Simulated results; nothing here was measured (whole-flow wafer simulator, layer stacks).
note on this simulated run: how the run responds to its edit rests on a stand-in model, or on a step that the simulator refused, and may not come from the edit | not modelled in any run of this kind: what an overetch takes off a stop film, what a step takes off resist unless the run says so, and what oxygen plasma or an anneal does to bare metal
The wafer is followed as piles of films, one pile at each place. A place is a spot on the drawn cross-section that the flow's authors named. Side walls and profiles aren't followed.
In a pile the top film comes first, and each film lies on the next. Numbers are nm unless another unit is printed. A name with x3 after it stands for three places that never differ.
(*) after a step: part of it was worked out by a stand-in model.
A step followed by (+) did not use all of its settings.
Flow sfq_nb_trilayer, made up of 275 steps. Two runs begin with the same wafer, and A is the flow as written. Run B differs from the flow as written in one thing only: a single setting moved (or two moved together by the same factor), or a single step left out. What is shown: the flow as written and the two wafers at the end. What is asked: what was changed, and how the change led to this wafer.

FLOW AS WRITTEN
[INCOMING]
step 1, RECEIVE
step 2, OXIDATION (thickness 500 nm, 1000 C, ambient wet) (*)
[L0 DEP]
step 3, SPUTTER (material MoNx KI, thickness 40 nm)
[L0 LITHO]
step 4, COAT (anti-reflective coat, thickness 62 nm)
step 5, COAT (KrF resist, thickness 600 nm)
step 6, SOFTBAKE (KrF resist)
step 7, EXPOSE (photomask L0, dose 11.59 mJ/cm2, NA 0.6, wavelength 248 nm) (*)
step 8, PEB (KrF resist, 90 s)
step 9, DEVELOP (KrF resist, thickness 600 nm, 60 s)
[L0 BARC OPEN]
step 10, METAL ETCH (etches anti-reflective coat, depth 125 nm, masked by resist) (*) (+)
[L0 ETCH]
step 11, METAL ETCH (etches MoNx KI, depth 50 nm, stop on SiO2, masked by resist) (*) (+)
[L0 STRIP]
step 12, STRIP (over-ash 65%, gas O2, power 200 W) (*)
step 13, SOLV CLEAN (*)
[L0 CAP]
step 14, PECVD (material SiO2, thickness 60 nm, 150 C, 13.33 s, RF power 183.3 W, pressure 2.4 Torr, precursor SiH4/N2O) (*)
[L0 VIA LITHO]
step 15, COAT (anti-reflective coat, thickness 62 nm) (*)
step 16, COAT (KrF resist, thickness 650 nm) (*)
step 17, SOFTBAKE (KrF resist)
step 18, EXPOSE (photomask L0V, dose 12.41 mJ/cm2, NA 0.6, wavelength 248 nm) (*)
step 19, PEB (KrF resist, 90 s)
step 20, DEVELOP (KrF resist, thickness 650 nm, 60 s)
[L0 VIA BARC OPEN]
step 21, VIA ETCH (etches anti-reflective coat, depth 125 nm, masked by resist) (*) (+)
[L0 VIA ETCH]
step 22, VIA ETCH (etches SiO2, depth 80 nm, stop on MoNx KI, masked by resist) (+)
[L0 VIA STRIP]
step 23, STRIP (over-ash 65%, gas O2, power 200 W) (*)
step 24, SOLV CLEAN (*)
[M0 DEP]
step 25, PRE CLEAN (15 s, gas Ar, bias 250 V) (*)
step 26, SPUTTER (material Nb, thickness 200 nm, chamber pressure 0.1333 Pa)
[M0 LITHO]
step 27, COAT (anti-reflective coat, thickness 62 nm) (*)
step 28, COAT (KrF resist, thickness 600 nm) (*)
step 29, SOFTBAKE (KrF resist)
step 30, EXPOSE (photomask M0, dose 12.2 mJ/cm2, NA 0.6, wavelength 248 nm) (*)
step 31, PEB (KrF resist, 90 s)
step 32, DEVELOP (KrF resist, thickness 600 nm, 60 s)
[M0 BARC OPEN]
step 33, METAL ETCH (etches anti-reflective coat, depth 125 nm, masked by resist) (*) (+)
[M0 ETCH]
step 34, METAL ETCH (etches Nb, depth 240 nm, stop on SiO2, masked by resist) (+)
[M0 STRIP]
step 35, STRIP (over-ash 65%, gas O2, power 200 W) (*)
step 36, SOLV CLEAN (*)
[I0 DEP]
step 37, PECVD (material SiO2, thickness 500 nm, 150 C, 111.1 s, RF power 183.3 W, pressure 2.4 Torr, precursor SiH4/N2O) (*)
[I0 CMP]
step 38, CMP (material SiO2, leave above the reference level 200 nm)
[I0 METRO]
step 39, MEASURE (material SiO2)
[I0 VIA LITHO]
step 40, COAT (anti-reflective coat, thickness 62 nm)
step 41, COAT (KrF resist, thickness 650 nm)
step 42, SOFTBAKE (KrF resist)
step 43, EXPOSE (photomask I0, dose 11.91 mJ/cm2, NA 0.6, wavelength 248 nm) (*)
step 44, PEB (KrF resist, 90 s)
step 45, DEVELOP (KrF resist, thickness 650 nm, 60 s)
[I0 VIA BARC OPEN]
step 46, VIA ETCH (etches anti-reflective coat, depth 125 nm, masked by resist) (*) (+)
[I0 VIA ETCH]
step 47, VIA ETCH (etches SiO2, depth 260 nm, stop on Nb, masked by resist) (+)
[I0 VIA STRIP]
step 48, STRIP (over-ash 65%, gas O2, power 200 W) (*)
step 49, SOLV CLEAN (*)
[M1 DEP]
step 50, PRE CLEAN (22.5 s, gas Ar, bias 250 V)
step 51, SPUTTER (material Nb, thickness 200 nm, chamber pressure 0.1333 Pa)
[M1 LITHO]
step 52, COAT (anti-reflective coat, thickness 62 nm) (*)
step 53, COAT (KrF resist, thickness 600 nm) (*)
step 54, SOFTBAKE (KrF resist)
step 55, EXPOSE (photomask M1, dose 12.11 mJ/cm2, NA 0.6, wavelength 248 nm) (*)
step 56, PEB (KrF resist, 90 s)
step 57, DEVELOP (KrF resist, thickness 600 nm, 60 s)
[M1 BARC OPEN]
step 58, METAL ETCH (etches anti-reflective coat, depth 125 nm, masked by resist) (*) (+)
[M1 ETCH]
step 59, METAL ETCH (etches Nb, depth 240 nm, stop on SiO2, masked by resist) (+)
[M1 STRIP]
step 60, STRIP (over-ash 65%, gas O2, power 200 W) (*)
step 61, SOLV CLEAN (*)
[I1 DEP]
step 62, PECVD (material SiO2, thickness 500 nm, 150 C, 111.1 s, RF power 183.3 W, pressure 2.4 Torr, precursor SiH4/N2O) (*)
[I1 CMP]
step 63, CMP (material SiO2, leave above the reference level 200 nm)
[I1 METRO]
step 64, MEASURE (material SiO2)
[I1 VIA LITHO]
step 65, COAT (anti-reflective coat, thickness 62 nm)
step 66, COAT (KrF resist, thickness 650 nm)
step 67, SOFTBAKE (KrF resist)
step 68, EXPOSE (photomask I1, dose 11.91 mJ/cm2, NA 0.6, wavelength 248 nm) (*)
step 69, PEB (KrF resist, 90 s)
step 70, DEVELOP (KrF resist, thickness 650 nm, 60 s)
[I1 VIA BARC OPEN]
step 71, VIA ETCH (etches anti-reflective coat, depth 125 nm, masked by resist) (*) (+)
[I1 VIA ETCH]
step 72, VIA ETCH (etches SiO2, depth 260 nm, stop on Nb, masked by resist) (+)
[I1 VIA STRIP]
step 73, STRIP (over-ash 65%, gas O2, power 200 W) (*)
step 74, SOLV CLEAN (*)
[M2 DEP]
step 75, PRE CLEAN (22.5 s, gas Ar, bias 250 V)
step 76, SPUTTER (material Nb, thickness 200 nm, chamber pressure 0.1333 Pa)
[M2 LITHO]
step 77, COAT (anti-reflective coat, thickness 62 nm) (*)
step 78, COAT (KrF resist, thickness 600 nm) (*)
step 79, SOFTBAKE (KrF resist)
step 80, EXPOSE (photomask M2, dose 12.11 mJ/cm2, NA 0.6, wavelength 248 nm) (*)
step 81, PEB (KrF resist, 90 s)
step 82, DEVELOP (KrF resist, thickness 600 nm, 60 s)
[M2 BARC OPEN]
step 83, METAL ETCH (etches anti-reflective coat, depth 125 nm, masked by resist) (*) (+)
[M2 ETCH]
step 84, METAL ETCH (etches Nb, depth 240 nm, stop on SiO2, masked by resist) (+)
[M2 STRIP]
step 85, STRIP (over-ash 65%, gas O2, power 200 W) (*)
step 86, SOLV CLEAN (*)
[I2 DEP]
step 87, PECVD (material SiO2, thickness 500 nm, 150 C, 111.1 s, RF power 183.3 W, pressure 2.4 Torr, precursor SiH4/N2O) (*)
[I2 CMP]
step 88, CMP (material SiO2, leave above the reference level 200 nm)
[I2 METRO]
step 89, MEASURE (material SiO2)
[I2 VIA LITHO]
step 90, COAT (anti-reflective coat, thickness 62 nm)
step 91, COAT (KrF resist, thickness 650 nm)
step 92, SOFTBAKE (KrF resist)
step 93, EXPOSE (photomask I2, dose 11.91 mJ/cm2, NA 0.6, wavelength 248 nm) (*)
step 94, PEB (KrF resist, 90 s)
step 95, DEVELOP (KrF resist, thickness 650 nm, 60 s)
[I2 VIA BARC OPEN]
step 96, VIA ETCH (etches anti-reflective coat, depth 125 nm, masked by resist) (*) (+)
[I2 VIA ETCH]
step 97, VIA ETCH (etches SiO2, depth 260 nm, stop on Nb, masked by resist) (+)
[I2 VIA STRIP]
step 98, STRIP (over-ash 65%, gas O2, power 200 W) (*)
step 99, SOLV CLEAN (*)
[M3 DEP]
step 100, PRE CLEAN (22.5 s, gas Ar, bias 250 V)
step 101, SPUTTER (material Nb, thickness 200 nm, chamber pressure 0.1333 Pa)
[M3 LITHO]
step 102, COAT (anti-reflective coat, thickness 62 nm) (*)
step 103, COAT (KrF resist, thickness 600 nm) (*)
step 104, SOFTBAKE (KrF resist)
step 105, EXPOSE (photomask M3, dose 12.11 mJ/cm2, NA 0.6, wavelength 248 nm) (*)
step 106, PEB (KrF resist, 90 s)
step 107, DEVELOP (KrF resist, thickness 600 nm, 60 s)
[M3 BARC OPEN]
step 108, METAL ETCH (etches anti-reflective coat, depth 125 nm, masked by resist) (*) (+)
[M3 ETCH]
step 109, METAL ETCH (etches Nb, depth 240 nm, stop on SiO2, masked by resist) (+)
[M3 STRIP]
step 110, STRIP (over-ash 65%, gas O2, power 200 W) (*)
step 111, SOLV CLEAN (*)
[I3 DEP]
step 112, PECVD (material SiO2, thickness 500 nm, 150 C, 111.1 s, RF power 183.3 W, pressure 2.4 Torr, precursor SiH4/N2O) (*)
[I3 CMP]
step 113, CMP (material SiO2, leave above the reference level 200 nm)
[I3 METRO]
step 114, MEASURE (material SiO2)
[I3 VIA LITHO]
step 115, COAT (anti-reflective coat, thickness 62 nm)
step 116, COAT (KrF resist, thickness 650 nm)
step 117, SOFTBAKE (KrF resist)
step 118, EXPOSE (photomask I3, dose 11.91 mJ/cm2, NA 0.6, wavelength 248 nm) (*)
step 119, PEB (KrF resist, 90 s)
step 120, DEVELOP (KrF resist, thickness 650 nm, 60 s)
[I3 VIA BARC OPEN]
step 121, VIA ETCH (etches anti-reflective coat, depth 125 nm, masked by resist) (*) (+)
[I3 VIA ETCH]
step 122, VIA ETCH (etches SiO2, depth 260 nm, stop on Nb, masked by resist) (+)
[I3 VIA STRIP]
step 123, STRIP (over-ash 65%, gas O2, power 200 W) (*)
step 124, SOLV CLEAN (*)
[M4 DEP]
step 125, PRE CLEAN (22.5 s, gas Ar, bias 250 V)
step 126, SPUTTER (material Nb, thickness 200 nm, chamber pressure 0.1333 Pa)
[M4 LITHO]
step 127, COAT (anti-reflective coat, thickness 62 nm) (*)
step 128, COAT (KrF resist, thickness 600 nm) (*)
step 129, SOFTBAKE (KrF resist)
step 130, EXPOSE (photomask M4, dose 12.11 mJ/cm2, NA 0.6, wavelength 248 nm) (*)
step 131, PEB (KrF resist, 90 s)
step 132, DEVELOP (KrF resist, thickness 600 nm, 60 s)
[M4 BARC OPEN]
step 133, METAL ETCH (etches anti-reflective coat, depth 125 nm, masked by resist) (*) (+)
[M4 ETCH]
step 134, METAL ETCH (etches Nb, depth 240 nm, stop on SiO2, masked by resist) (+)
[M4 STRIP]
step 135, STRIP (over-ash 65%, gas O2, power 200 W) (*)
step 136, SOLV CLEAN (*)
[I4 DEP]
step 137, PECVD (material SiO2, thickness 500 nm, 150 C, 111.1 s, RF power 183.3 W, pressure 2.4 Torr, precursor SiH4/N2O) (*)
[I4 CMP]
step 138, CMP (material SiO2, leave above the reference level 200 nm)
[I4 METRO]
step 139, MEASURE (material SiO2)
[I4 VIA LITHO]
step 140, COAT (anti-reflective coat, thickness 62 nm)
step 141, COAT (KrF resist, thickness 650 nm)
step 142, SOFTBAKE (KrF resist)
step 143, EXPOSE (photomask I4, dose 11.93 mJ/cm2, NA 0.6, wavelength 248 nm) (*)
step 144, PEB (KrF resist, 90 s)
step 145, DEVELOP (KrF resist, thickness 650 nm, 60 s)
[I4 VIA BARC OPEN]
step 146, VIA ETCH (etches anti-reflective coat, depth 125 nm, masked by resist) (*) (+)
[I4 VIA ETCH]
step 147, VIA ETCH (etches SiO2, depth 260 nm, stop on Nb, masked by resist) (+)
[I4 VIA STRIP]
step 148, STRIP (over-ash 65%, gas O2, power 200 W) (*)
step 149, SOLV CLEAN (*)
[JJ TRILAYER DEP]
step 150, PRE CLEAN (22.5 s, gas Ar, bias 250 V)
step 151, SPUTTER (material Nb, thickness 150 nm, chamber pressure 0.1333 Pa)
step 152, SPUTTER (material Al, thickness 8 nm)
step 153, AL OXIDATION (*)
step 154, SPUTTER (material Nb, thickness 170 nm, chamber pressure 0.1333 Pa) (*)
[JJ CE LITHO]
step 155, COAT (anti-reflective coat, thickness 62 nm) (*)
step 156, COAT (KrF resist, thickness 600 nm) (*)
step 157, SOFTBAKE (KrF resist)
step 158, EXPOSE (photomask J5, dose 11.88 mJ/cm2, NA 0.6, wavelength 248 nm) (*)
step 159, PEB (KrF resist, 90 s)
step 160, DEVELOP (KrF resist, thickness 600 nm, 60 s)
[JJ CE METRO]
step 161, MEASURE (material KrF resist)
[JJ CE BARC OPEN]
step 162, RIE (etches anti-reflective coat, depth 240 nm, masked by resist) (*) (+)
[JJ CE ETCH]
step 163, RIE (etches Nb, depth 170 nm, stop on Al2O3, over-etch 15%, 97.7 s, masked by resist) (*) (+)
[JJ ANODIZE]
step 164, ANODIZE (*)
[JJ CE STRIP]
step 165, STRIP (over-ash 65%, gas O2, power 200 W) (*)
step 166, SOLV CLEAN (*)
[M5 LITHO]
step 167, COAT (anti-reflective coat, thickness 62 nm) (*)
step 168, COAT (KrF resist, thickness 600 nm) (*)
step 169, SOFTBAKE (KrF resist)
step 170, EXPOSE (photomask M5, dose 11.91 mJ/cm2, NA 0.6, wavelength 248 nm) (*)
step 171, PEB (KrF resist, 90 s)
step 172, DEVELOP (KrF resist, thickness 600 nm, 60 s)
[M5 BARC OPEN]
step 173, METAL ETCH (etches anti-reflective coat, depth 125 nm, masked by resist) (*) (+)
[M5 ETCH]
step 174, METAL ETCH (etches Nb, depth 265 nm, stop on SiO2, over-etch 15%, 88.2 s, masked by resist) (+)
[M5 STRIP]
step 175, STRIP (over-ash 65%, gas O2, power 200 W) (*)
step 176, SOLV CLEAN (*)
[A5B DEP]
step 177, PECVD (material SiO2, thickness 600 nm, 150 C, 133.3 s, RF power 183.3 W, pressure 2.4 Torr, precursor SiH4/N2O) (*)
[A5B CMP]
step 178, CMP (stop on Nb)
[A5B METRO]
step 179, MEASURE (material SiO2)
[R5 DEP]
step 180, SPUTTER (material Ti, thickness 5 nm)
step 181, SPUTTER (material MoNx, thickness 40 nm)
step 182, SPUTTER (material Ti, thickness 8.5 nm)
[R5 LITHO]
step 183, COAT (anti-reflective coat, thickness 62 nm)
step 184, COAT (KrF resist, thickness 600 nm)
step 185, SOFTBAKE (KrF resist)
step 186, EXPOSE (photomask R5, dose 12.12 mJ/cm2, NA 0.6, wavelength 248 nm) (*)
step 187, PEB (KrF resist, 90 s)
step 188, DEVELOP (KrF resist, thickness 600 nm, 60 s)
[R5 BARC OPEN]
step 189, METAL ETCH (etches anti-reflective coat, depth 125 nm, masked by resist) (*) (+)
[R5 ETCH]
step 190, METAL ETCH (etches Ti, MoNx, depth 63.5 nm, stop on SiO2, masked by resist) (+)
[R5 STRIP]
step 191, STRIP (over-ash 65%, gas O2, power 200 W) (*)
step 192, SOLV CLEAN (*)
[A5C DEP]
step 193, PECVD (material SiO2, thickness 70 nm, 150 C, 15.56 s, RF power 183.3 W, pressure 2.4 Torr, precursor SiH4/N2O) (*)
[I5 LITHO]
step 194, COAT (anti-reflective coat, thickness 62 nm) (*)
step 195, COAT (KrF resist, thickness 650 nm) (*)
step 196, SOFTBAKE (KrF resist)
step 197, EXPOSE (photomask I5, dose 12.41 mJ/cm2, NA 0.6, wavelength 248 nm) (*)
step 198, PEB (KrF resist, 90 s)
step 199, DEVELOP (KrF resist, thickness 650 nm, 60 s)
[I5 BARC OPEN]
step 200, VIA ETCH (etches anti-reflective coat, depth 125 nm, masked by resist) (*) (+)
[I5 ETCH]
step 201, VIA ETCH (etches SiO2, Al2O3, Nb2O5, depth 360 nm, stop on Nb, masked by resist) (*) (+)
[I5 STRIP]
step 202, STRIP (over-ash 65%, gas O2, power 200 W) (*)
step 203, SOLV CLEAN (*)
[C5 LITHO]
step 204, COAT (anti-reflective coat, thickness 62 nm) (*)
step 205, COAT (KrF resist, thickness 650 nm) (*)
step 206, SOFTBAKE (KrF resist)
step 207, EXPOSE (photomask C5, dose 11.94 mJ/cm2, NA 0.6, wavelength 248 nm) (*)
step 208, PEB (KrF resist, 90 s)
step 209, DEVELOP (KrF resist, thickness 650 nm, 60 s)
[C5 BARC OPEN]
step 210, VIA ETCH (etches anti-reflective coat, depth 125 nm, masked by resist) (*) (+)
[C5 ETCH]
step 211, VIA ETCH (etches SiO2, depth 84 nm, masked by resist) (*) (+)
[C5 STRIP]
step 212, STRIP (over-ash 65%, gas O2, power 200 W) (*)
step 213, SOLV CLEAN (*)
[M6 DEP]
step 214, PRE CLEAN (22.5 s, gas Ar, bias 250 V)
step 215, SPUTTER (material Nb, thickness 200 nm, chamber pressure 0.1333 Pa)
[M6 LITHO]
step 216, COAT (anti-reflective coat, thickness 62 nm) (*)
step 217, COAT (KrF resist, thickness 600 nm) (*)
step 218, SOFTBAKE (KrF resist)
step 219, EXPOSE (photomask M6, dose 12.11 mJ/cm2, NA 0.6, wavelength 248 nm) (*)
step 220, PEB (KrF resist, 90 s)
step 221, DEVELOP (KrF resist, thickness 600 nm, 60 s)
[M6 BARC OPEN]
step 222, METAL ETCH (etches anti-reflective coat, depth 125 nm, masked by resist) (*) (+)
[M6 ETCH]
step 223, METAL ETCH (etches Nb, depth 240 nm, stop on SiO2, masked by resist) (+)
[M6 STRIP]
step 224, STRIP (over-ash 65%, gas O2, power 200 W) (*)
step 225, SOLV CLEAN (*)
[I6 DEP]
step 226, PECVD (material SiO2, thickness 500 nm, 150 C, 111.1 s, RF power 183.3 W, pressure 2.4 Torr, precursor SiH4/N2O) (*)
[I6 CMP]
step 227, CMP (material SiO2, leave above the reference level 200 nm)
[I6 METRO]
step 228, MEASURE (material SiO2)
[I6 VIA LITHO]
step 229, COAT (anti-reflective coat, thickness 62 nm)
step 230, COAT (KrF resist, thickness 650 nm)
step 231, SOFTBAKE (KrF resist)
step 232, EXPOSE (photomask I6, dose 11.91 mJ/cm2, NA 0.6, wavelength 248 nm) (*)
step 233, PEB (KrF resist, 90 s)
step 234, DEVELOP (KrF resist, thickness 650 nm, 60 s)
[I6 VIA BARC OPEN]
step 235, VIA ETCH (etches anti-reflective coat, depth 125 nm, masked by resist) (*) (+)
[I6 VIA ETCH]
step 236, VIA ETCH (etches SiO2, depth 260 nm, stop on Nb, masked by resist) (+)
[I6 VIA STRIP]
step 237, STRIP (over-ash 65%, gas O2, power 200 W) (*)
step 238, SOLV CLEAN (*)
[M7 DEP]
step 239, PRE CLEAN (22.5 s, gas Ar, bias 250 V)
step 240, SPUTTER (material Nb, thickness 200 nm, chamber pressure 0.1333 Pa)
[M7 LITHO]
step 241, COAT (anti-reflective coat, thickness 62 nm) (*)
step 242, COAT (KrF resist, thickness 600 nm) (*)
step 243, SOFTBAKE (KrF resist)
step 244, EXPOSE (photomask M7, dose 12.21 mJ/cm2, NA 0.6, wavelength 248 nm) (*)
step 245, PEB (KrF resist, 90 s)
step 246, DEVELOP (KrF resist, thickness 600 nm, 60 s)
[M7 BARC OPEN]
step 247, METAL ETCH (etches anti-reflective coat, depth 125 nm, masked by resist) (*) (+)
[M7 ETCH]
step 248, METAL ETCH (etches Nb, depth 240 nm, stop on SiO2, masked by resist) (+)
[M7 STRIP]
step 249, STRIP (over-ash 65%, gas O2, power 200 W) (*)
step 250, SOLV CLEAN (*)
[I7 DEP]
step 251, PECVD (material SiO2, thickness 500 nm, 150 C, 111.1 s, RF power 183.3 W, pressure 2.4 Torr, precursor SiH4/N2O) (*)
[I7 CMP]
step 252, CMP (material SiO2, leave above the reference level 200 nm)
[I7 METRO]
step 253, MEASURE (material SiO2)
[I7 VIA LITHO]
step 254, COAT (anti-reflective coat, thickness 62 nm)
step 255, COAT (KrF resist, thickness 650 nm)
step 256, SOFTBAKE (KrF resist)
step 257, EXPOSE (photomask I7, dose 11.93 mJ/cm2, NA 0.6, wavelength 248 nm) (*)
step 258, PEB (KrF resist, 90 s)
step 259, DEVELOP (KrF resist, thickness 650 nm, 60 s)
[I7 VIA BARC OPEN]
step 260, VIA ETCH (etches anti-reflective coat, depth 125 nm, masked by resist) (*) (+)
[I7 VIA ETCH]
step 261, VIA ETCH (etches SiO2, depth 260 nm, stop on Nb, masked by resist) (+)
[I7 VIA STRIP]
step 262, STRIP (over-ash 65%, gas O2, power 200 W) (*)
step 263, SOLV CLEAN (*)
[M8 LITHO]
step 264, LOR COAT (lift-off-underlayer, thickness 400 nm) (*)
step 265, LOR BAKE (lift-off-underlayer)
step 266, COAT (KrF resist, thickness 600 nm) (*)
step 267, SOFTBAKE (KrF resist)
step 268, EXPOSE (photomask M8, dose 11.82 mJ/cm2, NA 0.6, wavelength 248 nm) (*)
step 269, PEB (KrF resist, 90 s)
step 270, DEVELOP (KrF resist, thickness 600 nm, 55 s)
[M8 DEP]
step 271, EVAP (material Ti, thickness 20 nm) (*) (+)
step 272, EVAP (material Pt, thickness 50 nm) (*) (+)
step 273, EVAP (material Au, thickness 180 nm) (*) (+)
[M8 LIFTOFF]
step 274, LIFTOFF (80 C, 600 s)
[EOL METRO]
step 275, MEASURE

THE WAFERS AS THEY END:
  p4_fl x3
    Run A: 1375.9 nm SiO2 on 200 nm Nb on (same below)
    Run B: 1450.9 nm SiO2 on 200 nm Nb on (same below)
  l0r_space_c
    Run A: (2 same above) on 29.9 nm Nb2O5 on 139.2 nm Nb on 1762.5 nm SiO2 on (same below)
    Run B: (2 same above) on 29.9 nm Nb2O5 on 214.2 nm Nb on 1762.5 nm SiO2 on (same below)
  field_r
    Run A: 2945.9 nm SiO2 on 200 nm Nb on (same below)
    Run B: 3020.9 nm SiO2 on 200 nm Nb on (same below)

Cause: step 151, SPUTTER: thickness 225 nm was run, though the flow has thickness 150 nm.

How this came from the change, step by step:
  step 151, SPUTTER (material Nb, thickness 150 nm, chamber pressure 0.1333 Pa)
      field_l, v_sur, via_sp and 100 more: A +150 Nb (new film) | B +225 Nb (new film)
      via_wl, via_w, via_wr: A +130.4 Nb | B +196.5 Nb
  step 152, SPUTTER (material Al, thickness 8 nm)
      via_wl, via_wr: A +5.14 Al (new film) | B +4.55 Al (new film)
  step 154, SPUTTER (material Nb, thickness 170 nm, chamber pressure 0.1333 Pa) (*)
      via_wl, via_wr: A +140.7 Nb (new film) | B +109.7 Nb (new film)
      via_w: A +141 Nb (new film) | B +155.2 Nb (new film)
  step 155, COAT (anti-reflective coat, thickness 62 nm) (*)
      via_wl, via_wr: A +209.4 anti-reflective coat (new film) | B +267.7 anti-reflective coat (new film)
      via_w: A +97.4 anti-reflective coat (new film) | B +103.4 anti-reflective coat (new film)
  step 156, COAT (KrF resist, thickness 600 nm) (*)
      via_wl: A +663 KrF resist (new film) | B +647.7 KrF resist (new film)
      via_wr: A +663.2 KrF resist (new film) | B +647.9 KrF resist (new film)
  step 160, DEVELOP (KrF resist, thickness 600 nm, 60 s)
      via_wl: A -661.6 KrF resist (all of it) | B -646.3 KrF resist (all of it)
      via_wr: A -661.8 KrF resist (all of it) | B -646.5 KrF resist (all of it)
  step 162, RIE (etches anti-reflective coat, depth 240 nm, masked by resist) (*) (+)
      via_wl, via_wr: A -209.4 anti-reflective coat (all of it) | B -240 anti-reflective coat
      ce_l, c5j, ce_r, wl_jj: A -209.4 KrF resist | B -240 KrF resist
      (and at 1 other place as well)
  step 163, RIE (etches Nb, depth 170 nm, stop on Al2O3, over-etch 15%, 97.7 s, masked by resist) (*) (+)
      via_wl, via_wr: A -140.7 Nb (all of it), -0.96 Al2O3 (all of it) | B -27.7 anti-reflective coat (all of it), -109.7 Nb (all of it)
      via_w: A -141 Nb (all of it), -0.96 Al2O3 (all of it) | B -155.2 Nb (all of it), -0.96 Al2O3 (all of it)
  step 164, ANODIZE (*)
      via_wl, via_wr: A +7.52 Al2O3 (new film), +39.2 Nb2O5 (new film), -4.56 Al (all of it), -14.1 Nb | B +6.56 Al2O3, +39.2 Nb2O5 (new film), -3.97 Al (all of it), -14.1 Nb
      via_w: A +10.8 Al2O3 (new film), +33.3 Nb2O5 (new film), -6.54 Al (all of it), -12 Nb | B +10.3 Al2O3 (new film), +34.2 Nb2O5 (new film), -6.26 Al (all of it), -12.3 Nb
  step 165, STRIP (over-ash 65%, gas O2, power 200 W) (*)
      ce_l: A -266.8 KrF resist (all of it), -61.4 anti-reflective coat (all of it) | B -236.2 KrF resist (all of it), -61.5 anti-reflective coat (all of it)
      c5j: A -266.9 KrF resist (all of it), -61.5 anti-reflective coat (all of it) | B -236.3 KrF resist (all of it), -61.5 anti-reflective coat (all of it)
      (and at 2 other places as well)
  step 167, COAT (anti-reflective coat, thickness 62 nm) (*)
      v_sur: A +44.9 anti-reflective coat (new film) | B +41.1 anti-reflective coat (new film)
      via_wl: A +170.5 anti-reflective coat (new film) | B +155.6 anti-reflective coat (new film)
      (and at 3 other places as well)
  step 168, COAT (KrF resist, thickness 600 nm) (*)
      via_wl: A +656 KrF resist (new film) | B +672.9 KrF resist (new film)
      via_wr: A +656.6 KrF resist (new film) | B +673.8 KrF resist (new film)
  step 174, METAL ETCH (etches Nb, depth 265 nm, stop on SiO2, over-etch 15%, 88.2 s, masked by resist) (+)
      r_sur, res, r_end and 48 more: A -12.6 Al2O3 (all of it), -29.9 Nb2O5 (all of it), -139.2 Nb (all of it), -12.3 SiO2 | B -12.6 Al2O3 (all of it), -29.9 Nb2O5 (all of it), -214.2 Nb (all of it), -4.79 SiO2
      field_l, wl_a_sl: A -12.6 Al2O3 (all of it), -29.9 Nb2O5 (all of it), -139.2 Nb (all of it), -12.3 SiO2 | B -12.6 Al2O3 (all of it), -29.9 Nb2O5 (all of it), -214.2 Nb (all of it), -4.8 SiO2
  step 175, STRIP (over-ash 65%, gas O2, power 200 W) (*)
      v_sur: A -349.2 KrF resist (all of it), -44.9 anti-reflective coat (all of it) | B -347.8 KrF resist (all of it), -41.1 anti-reflective coat (all of it)
      via_wl: A -427 KrF resist (all of it), -170.5 anti-reflective coat (all of it) | B -443.9 KrF resist (all of it), -155.6 anti-reflective coat (all of it)
      (and at 3 other places as well)
  step 178, CMP (stop on Nb)
      field_l, p4_fl x3, p4_w1 x9 and 29 more: A -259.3 SiO2 | B -191.8 SiO2
      r_sur, res, r_end, moat, field_r, lsp_l: A -252.3 SiO2 | B -182.3 SiO2
      (and at 8 other places as well)
